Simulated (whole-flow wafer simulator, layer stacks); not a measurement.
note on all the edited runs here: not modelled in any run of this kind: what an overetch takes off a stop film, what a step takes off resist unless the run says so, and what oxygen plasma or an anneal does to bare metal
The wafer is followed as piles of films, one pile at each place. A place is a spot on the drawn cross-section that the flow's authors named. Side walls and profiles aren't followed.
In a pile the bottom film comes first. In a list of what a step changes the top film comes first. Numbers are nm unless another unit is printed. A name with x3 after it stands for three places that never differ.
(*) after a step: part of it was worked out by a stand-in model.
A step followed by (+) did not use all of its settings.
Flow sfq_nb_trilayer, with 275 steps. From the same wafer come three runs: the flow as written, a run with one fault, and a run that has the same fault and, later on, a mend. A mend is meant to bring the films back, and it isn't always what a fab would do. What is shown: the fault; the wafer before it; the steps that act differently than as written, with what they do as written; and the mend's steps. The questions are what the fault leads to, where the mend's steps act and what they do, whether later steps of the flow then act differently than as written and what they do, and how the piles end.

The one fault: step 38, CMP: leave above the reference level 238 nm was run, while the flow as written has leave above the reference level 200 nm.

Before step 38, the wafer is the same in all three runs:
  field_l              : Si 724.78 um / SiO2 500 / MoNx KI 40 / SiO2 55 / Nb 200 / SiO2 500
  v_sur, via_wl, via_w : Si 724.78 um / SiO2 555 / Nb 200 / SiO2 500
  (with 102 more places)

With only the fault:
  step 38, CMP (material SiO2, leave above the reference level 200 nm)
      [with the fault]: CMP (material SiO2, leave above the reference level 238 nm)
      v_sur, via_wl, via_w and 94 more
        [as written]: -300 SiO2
        [with the fault]: -262 SiO2
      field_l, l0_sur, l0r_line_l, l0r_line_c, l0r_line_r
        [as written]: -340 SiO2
        [with the fault]: -302 SiO2
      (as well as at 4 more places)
  Later steps of the flow acting differently than as written (not shown: 3 more steps that differ only slightly, by at most 2% or 0.5 nm, whichever is larger):
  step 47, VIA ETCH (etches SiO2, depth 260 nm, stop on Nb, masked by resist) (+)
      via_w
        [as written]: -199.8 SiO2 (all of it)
        [with the fault]: -237.8 SiO2 (all of it)
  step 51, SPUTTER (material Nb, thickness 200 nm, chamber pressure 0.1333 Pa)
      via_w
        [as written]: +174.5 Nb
        [with the fault]: +167.4 Nb
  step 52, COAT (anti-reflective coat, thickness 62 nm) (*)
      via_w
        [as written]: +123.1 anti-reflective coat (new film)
        [with the fault]: +131.2 anti-reflective coat (new film)
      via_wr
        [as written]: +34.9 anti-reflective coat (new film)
        [with the fault]: +33.3 anti-reflective coat (new film)
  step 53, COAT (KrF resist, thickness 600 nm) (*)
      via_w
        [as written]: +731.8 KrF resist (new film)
        [with the fault]: +762.7 KrF resist (new film)
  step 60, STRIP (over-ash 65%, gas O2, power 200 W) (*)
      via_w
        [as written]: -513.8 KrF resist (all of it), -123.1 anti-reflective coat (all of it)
        [with the fault]: -544.6 KrF resist (all of it), -131.2 anti-reflective coat (all of it)
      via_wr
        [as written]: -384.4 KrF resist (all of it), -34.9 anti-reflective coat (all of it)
        [with the fault]: -381.2 KrF resist (all of it), -33.3 anti-reflective coat (all of it)
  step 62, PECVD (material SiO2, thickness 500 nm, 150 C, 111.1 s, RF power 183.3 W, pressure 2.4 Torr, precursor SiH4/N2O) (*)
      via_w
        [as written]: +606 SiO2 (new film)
        [with the fault]: +651.1 SiO2 (new film)
  The piles end different from the flow's at v_sur, via_wl, via_w and 75 more by more than 2% or 0.5 nm, whichever is larger.
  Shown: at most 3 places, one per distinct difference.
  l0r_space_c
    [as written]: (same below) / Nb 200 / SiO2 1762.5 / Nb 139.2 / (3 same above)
    [with the fault]: (same below) / Nb 200 / SiO2 1800.5 / Nb 139.2 / (3 same above)
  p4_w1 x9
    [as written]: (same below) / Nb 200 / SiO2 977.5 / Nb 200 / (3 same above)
    [with the fault]: (same below) / Nb 200 / SiO2 1015.5 / Nb 200 / (3 same above)
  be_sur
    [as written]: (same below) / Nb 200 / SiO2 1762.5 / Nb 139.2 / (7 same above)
    [with the fault]: (same below) / Nb 200 / SiO2 1800.5 / Nb 139.2 / (7 same above)

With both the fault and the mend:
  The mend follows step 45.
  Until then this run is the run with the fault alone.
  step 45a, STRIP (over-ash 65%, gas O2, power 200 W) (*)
      field_l, v_sur, via_wl and 102 more
        -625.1 KrF resist (all of it), -62 anti-reflective coat (all of it)
      via_w
        -62 anti-reflective coat (all of it)
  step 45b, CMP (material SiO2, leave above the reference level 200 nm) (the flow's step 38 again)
      field_l, v_sur, via_wl and 103 more
        -38 SiO2
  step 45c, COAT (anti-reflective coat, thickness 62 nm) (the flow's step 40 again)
      field_l, v_sur, via_wl and 103 more
        +62 anti-reflective coat (new film)
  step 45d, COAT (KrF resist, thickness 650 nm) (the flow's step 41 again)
      field_l, v_sur, via_wl and 103 more
        +650 KrF resist (new film)
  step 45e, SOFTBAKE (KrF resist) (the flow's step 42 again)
      leaves every film unchanged at each place that is followed
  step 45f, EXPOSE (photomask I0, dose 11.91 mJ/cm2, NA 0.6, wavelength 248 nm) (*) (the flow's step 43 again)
      leaves every film unchanged at each place that is followed
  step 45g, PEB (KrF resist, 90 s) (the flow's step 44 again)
      field_l, v_sur, via_wl and 103 more
        -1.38 KrF resist
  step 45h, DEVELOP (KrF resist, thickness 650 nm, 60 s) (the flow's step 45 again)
      field_l, v_sur, via_wl and 102 more
        -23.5 KrF resist
      via_w
        -648.6 KrF resist (all of it)
  None of the later steps of the flow acts differently than as written at any place that is followed.
  By the end, the piles equal the flow's at every place that both follow.
